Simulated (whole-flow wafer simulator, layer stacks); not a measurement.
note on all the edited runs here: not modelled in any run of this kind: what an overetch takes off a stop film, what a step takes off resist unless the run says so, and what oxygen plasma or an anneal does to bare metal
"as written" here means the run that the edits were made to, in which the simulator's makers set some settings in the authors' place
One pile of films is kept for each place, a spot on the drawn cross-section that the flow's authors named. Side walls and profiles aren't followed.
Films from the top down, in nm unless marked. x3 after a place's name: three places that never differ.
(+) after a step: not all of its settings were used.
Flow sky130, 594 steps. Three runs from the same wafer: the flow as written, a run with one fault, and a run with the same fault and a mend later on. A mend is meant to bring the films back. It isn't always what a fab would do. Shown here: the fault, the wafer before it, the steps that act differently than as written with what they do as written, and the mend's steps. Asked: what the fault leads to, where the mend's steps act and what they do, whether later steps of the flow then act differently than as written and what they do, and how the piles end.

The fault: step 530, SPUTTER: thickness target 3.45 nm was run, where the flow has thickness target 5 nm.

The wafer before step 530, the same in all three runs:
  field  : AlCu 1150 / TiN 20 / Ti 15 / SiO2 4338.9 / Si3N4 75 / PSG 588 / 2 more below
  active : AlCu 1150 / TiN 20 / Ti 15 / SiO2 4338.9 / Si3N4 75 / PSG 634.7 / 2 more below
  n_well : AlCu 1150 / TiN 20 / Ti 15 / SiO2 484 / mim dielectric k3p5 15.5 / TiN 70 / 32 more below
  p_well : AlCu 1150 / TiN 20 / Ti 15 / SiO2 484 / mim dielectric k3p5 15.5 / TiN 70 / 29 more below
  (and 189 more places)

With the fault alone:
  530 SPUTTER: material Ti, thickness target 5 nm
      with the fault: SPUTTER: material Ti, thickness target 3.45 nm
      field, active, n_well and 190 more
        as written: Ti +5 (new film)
        with the fault: Ti +3.45 (new film)
  Later steps of the flow that act differently than as written (21 more steps differ only slightly, by at most 2% or 0.5 nm, whichever is larger, and aren't shown):
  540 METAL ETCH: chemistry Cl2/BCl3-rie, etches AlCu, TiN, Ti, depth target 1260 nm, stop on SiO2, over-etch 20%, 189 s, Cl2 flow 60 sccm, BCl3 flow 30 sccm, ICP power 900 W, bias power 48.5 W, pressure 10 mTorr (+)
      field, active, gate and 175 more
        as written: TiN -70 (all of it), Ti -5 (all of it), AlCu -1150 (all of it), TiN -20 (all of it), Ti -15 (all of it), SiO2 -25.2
        with the fault: TiN -70 (all of it), Ti -3.45 (all of it), AlCu -1150 (all of it), TiN -20 (all of it), Ti -15 (all of it), SiO2 -25.4
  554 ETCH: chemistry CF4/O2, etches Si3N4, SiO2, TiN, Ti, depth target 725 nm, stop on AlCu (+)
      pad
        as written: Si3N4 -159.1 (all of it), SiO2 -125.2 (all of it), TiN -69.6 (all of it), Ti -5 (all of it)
        with the fault: Si3N4 -159.1 (all of it), SiO2 -125.2 (all of it), TiN -69.6 (all of it), Ti -3.45 (all of it)
  At the end the piles differ from the flow's by more than 2% or 0.5 nm, whichever is larger, at n_well, p_well, sd_n and 11 more.
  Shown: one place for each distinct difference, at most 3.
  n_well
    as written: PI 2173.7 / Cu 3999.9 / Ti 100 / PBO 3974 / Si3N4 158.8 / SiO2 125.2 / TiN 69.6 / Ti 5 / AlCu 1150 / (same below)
    with the fault: PI 2173.9 / Cu 3999.9 / Ti 100 / PBO 3975.1 / Si3N4 158.8 / SiO2 125.2 / TiN 69.6 / Ti 3.45 / AlCu 1150 / (same below)
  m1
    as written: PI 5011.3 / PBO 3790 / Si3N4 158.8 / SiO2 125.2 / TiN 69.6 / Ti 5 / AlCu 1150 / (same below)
    with the fault: PI 5011.4 / PBO 3791.3 / Si3N4 158.8 / SiO2 125.2 / TiN 69.6 / Ti 3.45 / AlCu 1150 / (same below)
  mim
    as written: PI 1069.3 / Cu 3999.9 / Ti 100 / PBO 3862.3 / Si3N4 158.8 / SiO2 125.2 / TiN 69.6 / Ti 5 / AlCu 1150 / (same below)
    with the fault: PI 1069.5 / Cu 3999.9 / Ti 100 / PBO 3863.5 / Si3N4 158.8 / SiO2 125.2 / TiN 69.6 / Ti 3.45 / AlCu 1150 / (same below)

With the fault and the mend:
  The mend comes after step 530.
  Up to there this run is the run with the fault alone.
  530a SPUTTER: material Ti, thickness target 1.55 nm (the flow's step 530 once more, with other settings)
      field, active, n_well and 190 more
        Ti +1.55
  No later step of the flow acts differently than as written at any place that is followed.
  At the end the piles are the same as the flow's at every place that both follow.
